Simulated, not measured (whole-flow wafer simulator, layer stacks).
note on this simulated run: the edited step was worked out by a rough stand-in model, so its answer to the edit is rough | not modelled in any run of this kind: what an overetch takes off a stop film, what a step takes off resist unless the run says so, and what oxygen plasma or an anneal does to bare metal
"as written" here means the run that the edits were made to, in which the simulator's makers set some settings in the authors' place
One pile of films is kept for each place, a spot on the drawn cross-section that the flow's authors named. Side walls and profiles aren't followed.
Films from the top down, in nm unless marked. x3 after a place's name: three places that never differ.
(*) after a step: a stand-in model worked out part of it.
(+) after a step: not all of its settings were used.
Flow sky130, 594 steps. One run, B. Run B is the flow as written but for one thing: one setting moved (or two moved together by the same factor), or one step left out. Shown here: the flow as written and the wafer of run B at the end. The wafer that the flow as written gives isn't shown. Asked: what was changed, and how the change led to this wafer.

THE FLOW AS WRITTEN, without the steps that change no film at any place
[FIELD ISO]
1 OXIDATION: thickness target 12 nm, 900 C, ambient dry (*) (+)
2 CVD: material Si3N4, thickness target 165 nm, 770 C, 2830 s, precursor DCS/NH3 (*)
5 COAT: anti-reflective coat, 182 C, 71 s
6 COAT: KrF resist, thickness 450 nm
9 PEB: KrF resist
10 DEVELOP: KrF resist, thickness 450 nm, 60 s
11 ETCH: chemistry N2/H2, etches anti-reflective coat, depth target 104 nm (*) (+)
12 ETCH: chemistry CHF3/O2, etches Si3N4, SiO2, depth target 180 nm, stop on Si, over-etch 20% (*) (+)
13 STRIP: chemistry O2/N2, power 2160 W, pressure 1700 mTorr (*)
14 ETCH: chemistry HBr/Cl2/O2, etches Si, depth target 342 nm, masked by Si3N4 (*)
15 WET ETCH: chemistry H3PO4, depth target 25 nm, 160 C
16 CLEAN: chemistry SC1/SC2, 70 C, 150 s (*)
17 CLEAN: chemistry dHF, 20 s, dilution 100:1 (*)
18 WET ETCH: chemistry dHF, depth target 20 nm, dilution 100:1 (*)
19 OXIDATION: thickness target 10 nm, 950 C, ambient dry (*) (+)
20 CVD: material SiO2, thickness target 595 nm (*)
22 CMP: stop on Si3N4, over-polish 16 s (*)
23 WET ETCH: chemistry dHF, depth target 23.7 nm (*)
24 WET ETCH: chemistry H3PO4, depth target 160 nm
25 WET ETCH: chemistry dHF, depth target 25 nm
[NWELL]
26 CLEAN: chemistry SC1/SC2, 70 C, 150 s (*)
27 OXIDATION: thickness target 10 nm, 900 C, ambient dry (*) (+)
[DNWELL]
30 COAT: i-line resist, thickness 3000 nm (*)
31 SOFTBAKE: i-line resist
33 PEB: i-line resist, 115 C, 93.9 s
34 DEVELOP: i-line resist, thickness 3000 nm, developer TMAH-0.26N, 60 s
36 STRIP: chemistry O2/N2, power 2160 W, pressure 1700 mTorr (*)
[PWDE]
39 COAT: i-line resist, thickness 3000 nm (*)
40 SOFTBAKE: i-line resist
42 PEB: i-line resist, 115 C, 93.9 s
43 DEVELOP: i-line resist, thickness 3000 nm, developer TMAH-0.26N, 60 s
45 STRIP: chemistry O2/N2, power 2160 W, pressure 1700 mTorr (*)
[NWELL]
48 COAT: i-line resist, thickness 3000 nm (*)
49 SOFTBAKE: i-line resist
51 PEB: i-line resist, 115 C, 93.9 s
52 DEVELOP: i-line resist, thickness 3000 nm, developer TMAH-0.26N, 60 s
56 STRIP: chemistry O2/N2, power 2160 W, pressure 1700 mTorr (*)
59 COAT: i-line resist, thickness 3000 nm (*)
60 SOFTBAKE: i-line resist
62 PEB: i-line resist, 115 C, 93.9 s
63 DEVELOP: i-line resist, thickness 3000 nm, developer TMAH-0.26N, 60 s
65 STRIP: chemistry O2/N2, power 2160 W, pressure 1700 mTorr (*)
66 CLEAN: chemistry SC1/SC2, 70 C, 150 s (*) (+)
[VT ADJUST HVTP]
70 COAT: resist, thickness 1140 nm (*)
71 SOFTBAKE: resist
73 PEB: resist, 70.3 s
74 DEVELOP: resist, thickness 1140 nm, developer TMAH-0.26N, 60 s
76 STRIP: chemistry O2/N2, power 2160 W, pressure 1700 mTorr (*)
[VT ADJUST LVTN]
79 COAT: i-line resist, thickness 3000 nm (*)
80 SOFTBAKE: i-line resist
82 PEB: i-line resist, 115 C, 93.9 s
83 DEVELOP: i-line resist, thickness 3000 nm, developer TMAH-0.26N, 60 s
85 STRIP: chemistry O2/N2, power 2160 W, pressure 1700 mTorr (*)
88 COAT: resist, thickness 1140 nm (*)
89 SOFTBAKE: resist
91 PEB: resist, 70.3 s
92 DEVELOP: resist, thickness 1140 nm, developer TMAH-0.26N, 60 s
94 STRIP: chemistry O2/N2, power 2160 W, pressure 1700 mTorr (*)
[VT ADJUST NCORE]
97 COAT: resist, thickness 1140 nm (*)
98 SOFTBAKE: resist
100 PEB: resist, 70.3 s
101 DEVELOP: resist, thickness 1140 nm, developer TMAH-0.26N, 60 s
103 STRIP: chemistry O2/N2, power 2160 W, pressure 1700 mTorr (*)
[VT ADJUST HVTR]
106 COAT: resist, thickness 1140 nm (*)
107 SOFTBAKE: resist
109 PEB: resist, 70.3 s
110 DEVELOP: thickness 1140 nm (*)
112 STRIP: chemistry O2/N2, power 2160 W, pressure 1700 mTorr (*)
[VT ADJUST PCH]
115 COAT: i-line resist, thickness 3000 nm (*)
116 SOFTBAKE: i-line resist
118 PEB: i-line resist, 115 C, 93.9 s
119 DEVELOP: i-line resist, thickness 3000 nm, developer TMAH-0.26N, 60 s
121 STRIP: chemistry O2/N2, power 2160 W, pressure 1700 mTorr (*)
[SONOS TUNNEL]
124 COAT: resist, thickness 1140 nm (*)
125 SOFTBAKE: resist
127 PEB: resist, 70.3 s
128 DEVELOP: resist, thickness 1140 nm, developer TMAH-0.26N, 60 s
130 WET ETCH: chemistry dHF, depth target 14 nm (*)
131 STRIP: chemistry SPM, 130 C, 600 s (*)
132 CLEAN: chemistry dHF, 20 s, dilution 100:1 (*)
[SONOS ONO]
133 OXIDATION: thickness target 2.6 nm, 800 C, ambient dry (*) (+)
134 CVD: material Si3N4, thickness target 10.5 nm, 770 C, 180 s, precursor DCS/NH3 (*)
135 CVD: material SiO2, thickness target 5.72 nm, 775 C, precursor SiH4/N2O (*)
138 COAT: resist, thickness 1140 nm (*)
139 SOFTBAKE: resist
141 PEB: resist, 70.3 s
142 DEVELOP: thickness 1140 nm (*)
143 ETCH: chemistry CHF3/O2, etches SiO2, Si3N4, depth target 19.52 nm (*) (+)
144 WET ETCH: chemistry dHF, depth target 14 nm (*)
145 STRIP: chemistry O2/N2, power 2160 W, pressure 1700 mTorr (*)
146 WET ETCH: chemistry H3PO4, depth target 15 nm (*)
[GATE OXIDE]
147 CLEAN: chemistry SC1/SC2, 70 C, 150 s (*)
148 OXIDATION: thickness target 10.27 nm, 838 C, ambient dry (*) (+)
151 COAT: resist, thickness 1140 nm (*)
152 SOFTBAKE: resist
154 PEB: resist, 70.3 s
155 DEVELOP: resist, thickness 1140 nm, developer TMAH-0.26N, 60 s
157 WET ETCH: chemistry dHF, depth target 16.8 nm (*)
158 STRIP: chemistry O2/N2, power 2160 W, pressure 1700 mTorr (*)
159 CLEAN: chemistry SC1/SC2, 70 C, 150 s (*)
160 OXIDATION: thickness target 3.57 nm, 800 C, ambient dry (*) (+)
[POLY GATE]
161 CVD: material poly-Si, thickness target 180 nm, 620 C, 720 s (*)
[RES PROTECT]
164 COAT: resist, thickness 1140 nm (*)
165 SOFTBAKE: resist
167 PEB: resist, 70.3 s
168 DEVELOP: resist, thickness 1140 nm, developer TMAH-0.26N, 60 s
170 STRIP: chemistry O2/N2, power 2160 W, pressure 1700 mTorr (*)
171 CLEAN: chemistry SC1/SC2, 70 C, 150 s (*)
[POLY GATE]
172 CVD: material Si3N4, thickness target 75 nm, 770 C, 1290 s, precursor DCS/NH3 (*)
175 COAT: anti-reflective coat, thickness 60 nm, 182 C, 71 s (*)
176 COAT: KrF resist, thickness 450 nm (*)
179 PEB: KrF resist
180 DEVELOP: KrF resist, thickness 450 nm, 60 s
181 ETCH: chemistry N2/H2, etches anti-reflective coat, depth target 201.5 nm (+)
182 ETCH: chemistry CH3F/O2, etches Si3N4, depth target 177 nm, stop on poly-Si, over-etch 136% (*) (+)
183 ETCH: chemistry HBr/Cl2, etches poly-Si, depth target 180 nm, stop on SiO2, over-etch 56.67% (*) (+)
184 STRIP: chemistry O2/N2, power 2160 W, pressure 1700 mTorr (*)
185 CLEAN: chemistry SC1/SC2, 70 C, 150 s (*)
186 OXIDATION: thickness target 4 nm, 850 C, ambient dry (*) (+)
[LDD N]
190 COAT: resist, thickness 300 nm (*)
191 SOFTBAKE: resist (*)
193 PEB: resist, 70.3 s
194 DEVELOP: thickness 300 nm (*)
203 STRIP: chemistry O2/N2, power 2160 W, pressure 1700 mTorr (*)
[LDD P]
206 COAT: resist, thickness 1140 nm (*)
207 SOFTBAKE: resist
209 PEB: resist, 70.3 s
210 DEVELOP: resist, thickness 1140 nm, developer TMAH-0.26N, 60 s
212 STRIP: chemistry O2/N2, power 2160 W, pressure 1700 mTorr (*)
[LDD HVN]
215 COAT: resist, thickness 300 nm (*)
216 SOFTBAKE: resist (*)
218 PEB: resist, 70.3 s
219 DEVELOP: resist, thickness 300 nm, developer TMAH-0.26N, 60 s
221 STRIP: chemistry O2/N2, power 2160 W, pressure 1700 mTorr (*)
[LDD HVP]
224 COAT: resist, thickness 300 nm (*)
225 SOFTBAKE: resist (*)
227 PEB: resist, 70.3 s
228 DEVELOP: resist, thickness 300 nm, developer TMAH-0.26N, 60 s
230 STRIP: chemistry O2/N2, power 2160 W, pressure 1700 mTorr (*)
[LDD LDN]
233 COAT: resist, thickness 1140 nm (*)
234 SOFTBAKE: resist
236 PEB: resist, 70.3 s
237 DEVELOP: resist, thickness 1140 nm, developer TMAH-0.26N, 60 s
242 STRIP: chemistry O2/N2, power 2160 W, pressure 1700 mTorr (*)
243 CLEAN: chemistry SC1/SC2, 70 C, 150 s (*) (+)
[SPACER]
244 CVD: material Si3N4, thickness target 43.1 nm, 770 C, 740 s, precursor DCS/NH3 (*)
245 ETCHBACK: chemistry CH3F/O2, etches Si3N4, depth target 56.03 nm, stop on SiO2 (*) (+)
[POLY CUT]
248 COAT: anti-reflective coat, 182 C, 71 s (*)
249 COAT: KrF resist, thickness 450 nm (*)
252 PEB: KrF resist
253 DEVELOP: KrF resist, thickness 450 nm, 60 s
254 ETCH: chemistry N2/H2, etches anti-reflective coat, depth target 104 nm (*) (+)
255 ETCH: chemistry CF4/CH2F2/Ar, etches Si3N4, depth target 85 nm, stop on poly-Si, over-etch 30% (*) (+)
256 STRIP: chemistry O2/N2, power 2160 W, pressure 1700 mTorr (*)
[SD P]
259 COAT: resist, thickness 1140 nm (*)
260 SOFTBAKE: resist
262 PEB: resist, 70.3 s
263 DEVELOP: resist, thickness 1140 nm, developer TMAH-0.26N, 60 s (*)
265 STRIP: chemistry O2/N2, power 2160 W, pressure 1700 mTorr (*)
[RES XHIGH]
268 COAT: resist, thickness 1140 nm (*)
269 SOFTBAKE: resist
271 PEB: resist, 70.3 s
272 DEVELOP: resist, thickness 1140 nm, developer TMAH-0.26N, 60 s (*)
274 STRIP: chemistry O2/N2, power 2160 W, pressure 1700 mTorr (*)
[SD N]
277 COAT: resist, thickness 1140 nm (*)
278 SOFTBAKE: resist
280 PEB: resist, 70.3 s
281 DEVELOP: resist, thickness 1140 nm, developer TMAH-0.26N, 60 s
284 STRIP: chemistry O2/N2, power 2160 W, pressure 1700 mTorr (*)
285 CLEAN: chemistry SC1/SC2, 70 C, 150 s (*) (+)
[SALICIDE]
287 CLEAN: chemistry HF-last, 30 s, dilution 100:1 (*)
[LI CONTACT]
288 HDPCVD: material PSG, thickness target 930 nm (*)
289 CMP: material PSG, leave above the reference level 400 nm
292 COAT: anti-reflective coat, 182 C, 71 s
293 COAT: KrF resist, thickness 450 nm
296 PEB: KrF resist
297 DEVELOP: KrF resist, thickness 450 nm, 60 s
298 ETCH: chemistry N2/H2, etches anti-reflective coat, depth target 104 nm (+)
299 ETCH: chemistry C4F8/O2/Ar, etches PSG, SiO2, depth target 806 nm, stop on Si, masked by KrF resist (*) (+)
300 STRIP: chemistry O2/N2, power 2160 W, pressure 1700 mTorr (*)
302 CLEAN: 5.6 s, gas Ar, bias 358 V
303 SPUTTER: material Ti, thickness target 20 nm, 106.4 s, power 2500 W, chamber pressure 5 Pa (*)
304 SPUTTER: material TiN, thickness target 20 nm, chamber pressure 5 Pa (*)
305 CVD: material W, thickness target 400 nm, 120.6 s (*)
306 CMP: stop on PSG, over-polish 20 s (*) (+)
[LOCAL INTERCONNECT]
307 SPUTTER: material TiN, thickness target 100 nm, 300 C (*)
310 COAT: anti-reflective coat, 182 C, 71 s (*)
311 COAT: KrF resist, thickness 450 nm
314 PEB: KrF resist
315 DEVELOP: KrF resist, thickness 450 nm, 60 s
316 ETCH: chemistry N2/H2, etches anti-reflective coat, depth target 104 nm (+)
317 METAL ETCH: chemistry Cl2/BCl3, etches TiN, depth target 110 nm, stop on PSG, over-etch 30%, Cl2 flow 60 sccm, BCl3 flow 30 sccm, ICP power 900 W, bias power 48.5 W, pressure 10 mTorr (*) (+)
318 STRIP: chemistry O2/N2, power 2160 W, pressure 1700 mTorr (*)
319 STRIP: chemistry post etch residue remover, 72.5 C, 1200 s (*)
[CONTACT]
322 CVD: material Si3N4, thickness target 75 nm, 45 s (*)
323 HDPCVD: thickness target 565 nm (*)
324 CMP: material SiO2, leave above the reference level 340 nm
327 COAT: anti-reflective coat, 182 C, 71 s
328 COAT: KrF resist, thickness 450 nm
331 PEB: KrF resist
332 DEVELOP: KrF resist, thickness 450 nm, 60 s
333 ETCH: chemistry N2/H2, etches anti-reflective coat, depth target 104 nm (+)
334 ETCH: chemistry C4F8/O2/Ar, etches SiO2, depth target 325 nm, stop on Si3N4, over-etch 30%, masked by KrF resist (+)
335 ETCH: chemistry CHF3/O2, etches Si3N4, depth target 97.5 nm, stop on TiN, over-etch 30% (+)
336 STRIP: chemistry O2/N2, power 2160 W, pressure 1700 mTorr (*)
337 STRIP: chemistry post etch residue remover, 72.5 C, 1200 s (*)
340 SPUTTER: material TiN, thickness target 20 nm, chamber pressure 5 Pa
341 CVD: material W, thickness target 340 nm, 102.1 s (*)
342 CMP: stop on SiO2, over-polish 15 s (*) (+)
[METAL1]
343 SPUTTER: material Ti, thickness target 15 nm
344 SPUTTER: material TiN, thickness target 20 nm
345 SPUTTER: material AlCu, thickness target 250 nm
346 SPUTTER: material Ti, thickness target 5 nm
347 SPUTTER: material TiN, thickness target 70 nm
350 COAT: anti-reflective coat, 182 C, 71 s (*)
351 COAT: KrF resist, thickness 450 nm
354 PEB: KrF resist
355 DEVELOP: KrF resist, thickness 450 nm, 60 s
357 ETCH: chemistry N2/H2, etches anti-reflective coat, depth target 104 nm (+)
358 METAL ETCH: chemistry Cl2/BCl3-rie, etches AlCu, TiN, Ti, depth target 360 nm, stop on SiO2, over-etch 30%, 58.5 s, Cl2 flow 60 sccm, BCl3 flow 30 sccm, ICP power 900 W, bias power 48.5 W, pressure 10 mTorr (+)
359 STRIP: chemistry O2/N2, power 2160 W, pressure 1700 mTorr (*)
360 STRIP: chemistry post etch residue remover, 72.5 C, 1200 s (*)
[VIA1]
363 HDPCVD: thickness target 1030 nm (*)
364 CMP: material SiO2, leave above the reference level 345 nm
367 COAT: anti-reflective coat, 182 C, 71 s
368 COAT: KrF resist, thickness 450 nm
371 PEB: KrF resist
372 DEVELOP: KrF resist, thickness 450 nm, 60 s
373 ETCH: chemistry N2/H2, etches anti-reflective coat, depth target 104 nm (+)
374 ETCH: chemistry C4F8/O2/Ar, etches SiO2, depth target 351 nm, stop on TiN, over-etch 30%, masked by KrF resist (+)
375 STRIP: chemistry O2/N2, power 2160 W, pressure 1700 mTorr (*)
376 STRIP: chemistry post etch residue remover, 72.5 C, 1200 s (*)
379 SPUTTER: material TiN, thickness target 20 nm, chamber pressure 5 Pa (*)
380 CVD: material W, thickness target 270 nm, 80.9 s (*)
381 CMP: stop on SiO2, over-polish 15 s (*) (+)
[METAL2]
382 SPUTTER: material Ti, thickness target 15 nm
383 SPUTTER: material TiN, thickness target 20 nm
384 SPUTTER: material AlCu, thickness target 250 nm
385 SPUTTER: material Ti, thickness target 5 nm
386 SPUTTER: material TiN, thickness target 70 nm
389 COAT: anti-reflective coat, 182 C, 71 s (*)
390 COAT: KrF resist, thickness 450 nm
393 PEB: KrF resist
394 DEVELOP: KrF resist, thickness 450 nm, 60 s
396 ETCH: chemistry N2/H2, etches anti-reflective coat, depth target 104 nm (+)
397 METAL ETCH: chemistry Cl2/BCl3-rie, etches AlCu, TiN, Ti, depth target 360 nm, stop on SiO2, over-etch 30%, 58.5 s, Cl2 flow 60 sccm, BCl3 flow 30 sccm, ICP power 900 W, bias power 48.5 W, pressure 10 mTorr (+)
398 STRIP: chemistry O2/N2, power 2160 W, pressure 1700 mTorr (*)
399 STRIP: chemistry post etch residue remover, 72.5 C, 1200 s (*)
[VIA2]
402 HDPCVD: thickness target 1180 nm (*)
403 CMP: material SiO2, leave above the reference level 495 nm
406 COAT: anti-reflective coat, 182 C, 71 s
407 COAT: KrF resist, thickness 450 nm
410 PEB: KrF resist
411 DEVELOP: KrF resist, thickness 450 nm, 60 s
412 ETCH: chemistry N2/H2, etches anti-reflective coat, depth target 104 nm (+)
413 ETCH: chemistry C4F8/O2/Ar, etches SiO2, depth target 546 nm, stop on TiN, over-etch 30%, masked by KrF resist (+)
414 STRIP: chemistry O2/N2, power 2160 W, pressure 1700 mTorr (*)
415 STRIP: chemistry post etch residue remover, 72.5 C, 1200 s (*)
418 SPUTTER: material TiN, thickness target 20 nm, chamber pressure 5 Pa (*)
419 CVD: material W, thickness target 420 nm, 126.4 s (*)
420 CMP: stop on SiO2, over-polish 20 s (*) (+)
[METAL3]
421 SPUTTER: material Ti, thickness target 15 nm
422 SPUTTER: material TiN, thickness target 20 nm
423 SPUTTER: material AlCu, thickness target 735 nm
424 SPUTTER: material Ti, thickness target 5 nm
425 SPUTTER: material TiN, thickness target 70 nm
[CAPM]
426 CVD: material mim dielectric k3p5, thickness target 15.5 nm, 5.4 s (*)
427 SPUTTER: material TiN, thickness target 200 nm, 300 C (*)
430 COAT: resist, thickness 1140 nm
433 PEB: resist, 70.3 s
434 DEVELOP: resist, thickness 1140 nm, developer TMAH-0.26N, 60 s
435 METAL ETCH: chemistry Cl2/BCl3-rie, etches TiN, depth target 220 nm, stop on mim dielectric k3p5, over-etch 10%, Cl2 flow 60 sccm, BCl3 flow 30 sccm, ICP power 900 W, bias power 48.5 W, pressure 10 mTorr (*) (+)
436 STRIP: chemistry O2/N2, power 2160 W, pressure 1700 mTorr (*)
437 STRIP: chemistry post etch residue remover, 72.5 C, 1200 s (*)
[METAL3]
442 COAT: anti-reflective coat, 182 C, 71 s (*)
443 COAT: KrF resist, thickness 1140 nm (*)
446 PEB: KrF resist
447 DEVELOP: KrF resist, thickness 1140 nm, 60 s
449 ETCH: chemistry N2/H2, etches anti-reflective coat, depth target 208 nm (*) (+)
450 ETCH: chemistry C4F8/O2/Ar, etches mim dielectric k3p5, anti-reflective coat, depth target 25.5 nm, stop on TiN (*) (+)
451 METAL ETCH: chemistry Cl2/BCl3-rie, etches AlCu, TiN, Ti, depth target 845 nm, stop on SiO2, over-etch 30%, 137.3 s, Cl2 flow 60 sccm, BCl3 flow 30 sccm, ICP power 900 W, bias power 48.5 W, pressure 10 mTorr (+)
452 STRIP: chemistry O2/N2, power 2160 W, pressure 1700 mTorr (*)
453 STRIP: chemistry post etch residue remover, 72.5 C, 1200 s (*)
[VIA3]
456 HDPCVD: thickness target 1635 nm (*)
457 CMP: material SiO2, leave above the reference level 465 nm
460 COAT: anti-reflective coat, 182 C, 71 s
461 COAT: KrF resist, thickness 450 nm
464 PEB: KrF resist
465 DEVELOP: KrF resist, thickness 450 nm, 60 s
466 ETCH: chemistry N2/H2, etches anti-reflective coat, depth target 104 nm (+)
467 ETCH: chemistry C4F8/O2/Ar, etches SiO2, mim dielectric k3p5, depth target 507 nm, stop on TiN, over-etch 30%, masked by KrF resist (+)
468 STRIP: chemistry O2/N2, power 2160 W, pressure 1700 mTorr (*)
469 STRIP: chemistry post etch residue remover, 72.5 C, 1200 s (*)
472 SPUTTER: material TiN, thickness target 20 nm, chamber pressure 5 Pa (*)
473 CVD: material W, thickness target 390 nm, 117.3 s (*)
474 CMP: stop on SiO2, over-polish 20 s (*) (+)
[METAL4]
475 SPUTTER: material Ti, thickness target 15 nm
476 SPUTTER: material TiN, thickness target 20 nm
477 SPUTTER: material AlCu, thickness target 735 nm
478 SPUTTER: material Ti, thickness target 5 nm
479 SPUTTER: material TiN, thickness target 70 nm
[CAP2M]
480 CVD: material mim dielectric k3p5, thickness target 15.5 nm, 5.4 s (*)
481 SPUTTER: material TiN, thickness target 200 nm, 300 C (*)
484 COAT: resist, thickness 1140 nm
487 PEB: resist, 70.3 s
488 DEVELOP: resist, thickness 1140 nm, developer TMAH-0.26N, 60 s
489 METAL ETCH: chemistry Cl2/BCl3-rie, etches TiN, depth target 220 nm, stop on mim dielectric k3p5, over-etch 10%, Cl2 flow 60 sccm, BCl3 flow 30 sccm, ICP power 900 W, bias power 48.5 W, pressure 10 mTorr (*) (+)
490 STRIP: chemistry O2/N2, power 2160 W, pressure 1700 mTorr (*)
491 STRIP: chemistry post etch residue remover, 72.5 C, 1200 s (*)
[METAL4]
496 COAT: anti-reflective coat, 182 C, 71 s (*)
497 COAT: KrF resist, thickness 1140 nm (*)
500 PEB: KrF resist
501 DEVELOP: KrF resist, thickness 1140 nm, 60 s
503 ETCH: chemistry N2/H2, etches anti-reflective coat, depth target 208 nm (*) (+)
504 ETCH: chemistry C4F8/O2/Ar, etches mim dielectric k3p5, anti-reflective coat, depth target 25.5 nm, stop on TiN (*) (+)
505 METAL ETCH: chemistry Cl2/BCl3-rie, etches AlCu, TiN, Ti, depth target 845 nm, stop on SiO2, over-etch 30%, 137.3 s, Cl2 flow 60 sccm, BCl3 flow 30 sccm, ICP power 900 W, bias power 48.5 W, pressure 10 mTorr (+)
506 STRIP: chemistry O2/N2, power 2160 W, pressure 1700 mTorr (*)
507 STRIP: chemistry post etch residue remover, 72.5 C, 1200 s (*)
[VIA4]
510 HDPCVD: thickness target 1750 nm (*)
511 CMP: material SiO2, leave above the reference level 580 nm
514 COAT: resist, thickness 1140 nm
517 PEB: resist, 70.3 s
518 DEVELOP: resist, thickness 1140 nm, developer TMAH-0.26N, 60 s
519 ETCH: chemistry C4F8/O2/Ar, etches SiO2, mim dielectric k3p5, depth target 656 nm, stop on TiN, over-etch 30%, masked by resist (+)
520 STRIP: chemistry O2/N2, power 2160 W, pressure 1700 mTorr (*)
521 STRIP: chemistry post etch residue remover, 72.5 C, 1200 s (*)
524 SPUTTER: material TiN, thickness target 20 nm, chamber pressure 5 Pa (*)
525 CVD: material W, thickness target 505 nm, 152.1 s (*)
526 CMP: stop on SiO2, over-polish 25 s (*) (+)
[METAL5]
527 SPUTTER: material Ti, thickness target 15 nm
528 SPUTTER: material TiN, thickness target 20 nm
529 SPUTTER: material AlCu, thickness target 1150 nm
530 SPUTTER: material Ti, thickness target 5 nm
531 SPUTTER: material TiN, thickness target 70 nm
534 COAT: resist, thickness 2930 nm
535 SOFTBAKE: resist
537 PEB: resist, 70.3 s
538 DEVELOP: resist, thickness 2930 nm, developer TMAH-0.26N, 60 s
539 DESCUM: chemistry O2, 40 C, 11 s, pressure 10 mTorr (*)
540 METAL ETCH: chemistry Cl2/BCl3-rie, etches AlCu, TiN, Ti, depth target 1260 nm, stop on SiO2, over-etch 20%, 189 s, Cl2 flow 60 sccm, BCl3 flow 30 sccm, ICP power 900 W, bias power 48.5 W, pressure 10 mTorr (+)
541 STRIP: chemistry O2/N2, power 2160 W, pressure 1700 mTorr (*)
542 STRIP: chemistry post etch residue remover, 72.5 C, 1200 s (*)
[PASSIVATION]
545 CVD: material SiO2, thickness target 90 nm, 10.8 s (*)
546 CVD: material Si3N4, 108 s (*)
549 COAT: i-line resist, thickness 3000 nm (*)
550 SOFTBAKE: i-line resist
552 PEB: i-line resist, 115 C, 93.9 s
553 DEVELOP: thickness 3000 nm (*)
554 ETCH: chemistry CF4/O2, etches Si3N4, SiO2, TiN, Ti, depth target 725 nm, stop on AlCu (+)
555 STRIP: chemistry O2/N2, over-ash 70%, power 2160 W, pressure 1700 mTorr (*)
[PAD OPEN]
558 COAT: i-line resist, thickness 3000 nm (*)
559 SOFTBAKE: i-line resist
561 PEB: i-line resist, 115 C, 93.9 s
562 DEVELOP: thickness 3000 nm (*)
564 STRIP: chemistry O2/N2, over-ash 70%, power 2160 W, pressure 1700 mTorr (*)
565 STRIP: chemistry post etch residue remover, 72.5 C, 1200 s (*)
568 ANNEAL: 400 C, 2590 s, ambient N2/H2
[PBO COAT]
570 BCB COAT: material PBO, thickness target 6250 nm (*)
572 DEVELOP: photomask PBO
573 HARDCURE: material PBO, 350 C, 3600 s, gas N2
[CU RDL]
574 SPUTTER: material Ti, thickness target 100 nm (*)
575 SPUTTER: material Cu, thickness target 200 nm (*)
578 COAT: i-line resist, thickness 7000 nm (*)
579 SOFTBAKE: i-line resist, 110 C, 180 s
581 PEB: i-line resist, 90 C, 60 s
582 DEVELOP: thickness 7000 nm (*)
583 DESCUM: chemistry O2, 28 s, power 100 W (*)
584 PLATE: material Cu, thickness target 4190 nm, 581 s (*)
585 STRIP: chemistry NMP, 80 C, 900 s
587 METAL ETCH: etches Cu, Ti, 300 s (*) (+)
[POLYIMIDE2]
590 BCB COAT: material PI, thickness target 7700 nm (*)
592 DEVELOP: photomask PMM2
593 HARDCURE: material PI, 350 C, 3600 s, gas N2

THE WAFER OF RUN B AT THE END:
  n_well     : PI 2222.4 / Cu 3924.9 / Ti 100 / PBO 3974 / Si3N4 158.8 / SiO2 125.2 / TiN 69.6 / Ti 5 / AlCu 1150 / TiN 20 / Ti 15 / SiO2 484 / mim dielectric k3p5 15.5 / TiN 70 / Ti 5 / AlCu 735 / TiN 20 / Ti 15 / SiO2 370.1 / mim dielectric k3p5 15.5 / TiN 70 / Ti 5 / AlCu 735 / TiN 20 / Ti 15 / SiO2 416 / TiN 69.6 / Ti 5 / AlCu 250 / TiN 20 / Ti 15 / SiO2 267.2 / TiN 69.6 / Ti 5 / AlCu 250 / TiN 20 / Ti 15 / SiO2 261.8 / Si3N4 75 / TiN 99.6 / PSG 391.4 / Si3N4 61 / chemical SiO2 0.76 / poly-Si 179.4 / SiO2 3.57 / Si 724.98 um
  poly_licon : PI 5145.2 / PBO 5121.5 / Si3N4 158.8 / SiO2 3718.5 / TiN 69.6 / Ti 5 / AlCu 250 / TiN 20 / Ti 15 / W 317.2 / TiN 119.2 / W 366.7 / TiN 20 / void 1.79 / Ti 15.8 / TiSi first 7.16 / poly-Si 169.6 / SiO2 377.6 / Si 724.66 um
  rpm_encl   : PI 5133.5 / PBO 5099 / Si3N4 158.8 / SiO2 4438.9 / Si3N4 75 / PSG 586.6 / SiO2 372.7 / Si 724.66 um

The cause: step 575, SPUTTER: thickness target 125 nm was run, where the flow has thickness target 200 nm.

How the change led to this, step by step:
  575 SPUTTER: material Cu, thickness target 200 nm (*)
      field, active, n_well and 190 more: Cu +125 (new film) (as written it would be: Cu +200 (new film))
  587 METAL ETCH: etches Cu, Ti, 300 s (*) (+)
      field, active, gate and 167 more: Cu -125 (all of it), Ti -100 (all of it) (as written it would be: Cu -200 (all of it), Ti -100 (all of it))
  590 BCB COAT: material PI, thickness target 7700 nm (*)
      n_well, p_well, sd_n, sd_p: PI +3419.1 (new film) (as written it would be: PI +3344.1 (new film))
      de16_gate_nw: PI +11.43 um (new film) (as written it would be: PI +11.5 um (new film))
  593 HARDCURE: material PI, 350 C, 3600 s, gas N2
      n_well, p_well, sd_n, sd_p: PI -1196.7 (as written it would be: PI -1170.4)
